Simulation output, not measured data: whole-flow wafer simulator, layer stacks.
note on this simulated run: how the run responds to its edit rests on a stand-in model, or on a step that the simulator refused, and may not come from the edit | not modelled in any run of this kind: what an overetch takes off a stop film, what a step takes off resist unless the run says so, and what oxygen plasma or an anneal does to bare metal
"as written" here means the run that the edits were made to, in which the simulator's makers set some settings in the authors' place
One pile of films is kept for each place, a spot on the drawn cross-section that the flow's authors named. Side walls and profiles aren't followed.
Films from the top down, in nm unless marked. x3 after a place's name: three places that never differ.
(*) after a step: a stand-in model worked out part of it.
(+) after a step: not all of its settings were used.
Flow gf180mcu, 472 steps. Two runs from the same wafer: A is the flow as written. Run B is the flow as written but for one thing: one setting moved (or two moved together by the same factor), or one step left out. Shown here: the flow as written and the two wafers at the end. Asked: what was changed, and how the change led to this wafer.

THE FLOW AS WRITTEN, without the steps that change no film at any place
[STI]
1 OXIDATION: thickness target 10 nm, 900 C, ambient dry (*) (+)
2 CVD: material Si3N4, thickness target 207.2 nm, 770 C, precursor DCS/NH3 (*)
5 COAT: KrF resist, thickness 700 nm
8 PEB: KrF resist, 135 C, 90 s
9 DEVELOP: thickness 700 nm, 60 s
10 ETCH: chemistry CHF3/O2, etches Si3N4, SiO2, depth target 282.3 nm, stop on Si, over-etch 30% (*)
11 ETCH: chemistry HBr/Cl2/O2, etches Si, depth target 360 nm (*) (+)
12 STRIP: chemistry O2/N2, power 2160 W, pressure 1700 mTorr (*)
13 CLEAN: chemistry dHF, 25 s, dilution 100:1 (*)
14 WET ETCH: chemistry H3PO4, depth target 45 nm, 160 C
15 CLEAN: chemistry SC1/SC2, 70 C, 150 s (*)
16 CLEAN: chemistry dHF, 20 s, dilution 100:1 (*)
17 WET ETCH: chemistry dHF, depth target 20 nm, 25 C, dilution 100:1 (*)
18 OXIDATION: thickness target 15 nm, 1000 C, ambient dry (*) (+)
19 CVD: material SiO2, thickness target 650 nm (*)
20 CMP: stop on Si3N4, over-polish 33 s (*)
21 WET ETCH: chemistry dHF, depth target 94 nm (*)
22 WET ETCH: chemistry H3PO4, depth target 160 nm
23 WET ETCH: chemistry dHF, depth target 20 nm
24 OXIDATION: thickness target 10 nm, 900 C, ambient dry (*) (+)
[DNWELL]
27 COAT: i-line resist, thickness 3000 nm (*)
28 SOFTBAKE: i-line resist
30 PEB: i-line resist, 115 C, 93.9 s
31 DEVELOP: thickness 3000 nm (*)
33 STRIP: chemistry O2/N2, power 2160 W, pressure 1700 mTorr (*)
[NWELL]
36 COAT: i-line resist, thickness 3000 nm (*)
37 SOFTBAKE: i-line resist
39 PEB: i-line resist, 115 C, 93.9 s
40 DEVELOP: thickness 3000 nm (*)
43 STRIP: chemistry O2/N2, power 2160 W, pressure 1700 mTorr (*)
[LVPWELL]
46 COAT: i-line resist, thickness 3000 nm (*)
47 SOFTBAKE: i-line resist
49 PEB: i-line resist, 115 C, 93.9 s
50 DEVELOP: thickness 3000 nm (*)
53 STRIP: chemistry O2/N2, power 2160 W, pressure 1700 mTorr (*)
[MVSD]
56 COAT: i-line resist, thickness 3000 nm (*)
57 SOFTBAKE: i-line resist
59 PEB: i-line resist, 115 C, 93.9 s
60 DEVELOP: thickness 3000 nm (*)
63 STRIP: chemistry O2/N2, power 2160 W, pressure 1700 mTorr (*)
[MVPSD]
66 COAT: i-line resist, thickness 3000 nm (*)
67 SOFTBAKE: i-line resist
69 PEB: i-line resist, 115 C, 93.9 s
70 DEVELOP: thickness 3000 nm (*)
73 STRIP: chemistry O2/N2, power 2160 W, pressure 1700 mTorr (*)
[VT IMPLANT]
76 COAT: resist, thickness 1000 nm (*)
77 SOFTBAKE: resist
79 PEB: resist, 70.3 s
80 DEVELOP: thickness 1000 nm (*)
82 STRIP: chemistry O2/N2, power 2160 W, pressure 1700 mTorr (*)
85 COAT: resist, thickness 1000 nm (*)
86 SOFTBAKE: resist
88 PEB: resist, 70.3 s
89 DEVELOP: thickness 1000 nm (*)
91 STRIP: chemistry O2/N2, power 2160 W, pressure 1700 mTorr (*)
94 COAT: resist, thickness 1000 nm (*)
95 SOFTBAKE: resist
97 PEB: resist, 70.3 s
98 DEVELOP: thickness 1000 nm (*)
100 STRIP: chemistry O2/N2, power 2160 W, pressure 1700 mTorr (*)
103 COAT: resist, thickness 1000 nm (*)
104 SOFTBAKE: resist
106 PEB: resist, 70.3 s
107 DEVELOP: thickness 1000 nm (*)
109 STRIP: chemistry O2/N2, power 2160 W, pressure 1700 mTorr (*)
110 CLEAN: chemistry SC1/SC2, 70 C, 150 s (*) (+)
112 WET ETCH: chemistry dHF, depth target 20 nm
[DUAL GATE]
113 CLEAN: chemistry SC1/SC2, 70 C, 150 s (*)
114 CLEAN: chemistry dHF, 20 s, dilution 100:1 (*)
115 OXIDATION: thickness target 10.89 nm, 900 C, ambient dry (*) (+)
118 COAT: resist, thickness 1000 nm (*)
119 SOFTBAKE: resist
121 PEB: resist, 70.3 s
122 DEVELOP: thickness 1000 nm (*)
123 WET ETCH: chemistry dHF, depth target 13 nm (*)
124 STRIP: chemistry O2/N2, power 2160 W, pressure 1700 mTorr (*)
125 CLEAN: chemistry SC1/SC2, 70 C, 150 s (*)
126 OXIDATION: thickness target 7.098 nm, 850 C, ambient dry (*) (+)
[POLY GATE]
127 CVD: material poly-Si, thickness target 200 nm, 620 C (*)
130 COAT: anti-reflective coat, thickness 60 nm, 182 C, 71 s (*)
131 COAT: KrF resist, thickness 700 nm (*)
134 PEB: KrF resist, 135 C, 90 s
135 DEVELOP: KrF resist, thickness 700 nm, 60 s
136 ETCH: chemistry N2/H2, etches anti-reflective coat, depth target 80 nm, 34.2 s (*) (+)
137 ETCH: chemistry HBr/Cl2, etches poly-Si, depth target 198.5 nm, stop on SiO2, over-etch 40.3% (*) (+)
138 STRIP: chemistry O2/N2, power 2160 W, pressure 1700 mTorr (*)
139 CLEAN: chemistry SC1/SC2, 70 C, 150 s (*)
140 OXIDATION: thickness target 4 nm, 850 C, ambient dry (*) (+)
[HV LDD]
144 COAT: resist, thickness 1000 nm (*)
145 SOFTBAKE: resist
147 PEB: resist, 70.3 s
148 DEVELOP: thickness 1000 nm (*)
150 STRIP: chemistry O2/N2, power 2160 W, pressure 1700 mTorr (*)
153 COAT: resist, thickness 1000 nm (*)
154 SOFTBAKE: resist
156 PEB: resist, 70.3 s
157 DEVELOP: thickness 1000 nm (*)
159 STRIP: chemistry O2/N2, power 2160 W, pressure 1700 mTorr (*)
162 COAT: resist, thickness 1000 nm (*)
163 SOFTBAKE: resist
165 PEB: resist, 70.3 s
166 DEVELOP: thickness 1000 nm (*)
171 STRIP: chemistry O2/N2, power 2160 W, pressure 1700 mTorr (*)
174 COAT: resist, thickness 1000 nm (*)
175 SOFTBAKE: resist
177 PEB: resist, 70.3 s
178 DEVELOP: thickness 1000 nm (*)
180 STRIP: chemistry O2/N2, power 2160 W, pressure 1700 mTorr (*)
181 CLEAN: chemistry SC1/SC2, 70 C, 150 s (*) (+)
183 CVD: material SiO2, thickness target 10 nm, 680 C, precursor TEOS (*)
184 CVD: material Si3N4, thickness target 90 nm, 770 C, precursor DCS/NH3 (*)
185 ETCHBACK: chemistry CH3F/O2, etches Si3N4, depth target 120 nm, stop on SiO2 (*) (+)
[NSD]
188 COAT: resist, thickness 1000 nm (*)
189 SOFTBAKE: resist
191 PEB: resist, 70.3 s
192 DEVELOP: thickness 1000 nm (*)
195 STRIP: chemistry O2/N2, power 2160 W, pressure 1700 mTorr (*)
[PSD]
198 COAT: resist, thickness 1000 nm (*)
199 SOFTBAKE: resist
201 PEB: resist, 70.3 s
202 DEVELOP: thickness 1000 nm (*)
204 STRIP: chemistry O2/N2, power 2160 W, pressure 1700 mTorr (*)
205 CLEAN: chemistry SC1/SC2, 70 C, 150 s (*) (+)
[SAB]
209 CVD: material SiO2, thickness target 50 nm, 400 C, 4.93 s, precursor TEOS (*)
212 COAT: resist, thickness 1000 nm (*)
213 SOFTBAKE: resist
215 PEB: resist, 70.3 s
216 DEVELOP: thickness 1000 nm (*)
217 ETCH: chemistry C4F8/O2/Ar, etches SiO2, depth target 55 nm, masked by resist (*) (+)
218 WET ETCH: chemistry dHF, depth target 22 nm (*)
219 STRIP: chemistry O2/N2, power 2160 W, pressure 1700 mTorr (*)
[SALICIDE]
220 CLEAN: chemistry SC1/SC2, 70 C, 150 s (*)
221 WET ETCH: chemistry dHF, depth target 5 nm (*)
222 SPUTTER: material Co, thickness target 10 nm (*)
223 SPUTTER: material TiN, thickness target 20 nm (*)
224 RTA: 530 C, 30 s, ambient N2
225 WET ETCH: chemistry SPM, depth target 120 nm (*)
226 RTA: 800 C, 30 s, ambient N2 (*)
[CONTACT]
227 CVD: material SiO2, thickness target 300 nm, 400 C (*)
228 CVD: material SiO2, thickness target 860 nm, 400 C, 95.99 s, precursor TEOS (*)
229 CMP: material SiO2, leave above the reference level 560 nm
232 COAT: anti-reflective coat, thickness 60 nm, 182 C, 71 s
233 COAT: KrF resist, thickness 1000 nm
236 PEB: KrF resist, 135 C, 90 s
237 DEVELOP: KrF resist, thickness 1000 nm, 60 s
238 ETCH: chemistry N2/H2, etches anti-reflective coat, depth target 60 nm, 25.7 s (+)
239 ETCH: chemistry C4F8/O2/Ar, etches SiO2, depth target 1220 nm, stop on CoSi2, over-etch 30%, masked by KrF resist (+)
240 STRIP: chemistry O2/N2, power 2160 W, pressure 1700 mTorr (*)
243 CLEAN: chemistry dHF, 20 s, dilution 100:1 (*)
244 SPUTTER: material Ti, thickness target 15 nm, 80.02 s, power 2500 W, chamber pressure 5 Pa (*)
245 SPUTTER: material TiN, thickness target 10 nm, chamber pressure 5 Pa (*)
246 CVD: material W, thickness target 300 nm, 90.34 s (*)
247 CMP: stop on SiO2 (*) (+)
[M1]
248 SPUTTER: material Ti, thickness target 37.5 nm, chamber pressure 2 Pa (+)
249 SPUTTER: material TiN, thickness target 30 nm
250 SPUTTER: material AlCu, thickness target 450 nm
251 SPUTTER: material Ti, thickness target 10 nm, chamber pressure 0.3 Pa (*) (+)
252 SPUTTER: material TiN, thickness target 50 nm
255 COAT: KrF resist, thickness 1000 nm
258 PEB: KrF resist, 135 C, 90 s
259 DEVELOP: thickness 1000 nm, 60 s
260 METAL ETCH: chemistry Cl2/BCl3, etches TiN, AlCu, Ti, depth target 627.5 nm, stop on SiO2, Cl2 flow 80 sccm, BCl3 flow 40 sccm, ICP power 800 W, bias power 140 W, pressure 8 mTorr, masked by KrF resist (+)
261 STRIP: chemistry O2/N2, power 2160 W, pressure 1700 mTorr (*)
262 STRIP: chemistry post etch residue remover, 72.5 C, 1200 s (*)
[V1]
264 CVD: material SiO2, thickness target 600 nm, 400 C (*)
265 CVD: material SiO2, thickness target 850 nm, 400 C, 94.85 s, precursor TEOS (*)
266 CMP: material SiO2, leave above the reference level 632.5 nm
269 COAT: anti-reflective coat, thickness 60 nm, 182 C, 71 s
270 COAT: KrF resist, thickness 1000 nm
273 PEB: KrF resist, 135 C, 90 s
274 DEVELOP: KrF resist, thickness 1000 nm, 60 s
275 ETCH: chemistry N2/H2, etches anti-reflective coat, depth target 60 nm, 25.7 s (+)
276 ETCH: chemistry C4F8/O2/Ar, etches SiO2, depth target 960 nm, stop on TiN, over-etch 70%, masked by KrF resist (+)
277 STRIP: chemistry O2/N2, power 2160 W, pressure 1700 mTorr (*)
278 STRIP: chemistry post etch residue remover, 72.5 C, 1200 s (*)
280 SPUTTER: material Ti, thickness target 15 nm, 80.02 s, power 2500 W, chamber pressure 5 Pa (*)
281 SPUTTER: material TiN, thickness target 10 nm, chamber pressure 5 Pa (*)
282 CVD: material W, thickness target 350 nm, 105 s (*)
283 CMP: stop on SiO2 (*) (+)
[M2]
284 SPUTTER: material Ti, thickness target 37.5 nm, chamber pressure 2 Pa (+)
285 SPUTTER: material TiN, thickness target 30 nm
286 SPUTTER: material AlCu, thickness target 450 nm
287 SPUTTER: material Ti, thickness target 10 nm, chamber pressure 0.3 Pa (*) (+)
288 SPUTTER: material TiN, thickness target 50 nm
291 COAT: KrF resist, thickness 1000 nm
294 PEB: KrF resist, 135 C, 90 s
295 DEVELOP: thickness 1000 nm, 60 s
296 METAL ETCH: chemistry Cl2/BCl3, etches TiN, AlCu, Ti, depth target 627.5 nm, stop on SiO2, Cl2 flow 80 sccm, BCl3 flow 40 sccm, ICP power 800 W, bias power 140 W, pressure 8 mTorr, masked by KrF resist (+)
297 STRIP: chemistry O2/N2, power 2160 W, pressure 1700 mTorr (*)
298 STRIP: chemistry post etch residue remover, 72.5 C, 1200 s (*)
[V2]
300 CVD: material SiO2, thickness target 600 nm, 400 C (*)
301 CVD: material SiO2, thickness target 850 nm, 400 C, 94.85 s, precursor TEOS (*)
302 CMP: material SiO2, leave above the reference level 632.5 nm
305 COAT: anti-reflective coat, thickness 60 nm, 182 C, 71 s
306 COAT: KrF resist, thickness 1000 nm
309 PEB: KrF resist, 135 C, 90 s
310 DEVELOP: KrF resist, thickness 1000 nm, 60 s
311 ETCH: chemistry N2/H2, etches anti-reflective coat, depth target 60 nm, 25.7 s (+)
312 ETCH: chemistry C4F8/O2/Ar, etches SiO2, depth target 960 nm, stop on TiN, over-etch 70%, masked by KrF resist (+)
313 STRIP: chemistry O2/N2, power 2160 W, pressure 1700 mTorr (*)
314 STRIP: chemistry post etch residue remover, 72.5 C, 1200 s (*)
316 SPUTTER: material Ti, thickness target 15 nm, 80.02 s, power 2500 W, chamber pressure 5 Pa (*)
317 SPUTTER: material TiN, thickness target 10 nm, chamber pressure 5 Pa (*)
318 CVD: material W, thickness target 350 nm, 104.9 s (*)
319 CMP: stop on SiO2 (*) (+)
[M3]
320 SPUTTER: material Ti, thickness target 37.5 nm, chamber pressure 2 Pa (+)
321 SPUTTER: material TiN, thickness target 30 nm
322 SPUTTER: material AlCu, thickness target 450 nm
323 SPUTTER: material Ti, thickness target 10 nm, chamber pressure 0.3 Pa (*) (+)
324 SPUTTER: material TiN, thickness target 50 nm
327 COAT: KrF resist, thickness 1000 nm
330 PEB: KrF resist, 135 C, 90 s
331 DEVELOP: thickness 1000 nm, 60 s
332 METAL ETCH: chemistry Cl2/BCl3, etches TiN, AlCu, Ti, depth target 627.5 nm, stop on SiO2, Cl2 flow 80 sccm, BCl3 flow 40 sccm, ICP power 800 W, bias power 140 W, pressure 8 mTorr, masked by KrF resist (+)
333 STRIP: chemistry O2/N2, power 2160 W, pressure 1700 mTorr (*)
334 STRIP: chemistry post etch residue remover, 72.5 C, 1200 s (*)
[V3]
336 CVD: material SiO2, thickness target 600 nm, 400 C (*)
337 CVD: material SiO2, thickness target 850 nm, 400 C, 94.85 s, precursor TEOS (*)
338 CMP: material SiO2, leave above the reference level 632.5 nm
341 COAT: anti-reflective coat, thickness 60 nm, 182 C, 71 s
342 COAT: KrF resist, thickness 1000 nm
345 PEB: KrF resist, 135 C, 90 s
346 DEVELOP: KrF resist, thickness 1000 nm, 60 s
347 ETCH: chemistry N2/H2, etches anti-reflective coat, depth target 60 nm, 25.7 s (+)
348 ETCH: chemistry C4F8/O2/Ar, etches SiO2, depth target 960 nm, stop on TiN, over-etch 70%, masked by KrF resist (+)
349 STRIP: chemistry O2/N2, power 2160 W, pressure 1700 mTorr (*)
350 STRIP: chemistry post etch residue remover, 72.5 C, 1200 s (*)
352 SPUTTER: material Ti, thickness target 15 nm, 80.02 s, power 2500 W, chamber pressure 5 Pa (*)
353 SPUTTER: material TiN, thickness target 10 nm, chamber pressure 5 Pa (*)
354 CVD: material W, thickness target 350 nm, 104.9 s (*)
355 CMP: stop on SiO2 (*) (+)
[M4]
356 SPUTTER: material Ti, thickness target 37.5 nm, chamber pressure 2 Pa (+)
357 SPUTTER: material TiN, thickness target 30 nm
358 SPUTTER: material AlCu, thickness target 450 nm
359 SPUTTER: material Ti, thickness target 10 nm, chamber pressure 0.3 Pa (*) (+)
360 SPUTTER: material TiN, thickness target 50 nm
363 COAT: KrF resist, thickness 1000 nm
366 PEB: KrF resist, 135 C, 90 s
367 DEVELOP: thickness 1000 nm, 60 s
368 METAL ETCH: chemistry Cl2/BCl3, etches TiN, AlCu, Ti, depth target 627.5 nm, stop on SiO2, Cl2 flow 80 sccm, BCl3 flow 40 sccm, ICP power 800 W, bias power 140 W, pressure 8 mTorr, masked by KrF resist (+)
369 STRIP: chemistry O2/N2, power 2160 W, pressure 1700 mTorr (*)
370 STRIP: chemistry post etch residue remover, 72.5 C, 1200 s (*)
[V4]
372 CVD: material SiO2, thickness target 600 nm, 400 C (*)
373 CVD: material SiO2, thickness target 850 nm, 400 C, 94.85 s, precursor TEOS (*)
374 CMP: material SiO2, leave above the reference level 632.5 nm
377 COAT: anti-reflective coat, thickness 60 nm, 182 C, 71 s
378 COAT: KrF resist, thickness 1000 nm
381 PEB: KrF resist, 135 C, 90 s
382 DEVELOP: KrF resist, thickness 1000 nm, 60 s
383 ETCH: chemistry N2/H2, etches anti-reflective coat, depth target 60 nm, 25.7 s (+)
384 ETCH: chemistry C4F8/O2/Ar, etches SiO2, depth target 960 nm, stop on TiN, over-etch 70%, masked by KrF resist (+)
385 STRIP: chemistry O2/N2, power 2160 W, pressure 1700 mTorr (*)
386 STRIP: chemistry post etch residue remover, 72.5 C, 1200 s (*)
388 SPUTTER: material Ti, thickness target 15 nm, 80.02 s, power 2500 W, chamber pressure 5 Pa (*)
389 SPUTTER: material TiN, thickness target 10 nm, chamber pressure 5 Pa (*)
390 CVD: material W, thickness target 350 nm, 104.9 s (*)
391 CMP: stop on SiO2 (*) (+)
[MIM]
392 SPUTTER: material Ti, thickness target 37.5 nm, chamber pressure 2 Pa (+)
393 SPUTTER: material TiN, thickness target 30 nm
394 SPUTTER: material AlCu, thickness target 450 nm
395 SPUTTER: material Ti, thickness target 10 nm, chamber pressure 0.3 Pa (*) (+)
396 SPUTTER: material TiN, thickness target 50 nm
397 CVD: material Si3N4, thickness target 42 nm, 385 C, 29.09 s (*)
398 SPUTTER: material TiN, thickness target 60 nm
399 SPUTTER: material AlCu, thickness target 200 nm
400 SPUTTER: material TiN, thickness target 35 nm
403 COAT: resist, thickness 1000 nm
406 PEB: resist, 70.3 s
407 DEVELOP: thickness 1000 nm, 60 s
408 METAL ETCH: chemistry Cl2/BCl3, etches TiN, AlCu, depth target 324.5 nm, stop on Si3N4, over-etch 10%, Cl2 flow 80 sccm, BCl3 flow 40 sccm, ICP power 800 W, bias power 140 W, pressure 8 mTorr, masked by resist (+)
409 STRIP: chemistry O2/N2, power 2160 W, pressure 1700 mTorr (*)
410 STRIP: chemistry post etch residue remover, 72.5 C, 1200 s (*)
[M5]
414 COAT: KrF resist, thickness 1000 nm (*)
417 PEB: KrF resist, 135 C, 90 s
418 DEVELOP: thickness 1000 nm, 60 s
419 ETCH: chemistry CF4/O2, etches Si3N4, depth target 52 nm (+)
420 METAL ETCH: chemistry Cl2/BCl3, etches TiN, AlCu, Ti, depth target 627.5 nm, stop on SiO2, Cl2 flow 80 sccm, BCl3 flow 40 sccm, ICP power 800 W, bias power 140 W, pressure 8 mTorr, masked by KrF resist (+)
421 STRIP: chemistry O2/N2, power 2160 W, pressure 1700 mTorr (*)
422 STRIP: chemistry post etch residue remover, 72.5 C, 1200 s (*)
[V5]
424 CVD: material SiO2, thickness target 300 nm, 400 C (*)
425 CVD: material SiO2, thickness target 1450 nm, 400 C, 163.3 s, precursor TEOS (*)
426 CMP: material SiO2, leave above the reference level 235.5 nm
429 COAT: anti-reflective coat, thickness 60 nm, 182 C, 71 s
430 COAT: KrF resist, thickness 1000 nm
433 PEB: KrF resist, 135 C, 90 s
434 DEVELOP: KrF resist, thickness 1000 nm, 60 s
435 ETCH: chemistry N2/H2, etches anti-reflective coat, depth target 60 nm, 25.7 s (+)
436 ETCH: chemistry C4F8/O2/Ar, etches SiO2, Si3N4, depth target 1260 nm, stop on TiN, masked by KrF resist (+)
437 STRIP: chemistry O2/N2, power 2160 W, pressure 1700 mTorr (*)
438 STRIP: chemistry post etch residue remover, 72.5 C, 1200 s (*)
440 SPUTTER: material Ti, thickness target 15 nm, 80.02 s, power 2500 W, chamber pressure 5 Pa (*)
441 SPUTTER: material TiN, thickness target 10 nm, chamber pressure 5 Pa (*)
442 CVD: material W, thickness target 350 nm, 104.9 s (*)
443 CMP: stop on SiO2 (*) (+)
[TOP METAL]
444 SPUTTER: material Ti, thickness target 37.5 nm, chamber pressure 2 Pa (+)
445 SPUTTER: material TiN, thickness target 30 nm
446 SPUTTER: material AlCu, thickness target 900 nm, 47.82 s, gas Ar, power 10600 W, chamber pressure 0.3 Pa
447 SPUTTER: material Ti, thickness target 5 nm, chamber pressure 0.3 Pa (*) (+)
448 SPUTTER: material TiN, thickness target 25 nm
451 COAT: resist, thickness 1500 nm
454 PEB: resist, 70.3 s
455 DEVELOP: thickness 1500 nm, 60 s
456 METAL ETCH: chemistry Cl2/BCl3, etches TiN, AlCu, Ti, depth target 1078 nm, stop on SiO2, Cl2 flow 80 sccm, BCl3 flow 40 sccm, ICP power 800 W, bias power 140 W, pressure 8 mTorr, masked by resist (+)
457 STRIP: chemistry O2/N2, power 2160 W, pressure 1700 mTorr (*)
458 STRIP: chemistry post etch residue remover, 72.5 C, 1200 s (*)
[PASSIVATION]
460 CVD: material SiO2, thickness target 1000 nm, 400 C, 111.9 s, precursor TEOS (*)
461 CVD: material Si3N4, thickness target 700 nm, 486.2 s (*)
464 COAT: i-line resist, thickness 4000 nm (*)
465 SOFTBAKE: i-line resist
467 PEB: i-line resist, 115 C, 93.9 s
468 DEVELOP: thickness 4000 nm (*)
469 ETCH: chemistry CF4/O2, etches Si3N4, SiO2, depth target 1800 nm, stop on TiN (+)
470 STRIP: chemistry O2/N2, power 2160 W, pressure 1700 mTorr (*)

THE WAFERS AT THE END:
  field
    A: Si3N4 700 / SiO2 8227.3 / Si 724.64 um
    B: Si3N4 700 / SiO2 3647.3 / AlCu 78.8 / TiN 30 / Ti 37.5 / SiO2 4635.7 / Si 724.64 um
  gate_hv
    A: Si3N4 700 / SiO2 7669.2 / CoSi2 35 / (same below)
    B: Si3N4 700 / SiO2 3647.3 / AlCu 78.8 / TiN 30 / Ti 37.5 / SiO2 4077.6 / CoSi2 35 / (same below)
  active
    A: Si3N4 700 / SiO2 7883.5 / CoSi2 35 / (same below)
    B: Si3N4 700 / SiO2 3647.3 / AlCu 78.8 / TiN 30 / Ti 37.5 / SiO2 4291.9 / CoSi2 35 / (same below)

The cause: step 358, SPUTTER: thickness target 652 nm was run, where the flow has thickness target 450 nm.

How the change led to this, step by step:
  358 SPUTTER: material AlCu, thickness target 450 nm
      field, field__w1, field__w2 and 108 more: A AlCu +450 (new film) | B AlCu +652 (new film)
  368 METAL ETCH: chemistry Cl2/BCl3, etches TiN, AlCu, Ti, depth target 627.5 nm, stop on SiO2, Cl2 flow 80 sccm, BCl3 flow 40 sccm, ICP power 800 W, bias power 140 W, pressure 8 mTorr, masked by KrF resist (+)
      field, field__w1, field__w2 and 103 more: A TiN -50 (all of it), Ti -10 (all of it), AlCu -450 (all of it), TiN -30 (all of it), Ti -37.5 (all of it) | B TiN -50 (all of it), Ti -10 (all of it), AlCu -567.5
  370 STRIP: chemistry post etch residue remover, 72.5 C, 1200 s (*)
      field, field__w1, field__w2 and 103 more: A nothing | B AlCu -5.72
  372 CVD: material SiO2, thickness target 600 nm, 400 C (*)
      field, field__w1, field__w2 and 103 more: A SiO2 +600 | B SiO2 +600 (new film)
  374 CMP: material SiO2, leave above the reference level 632.5 nm
      field, field__w1, field__w2 and 103 more: A SiO2 -300 | B SiO2 -244.3
Counting metal films that touch as one body, field has 1 body; the flow as written gives 0 bodies.
Counting metal films that touch as one body, gate_hv has 2 bodies (between them, from the top down: SiO2 4077.6); the flow as written gives 1 body.
Counting metal films that touch as one body, active has 2 bodies (between them, from the top down: SiO2 4291.9); the flow as written gives 1 body.
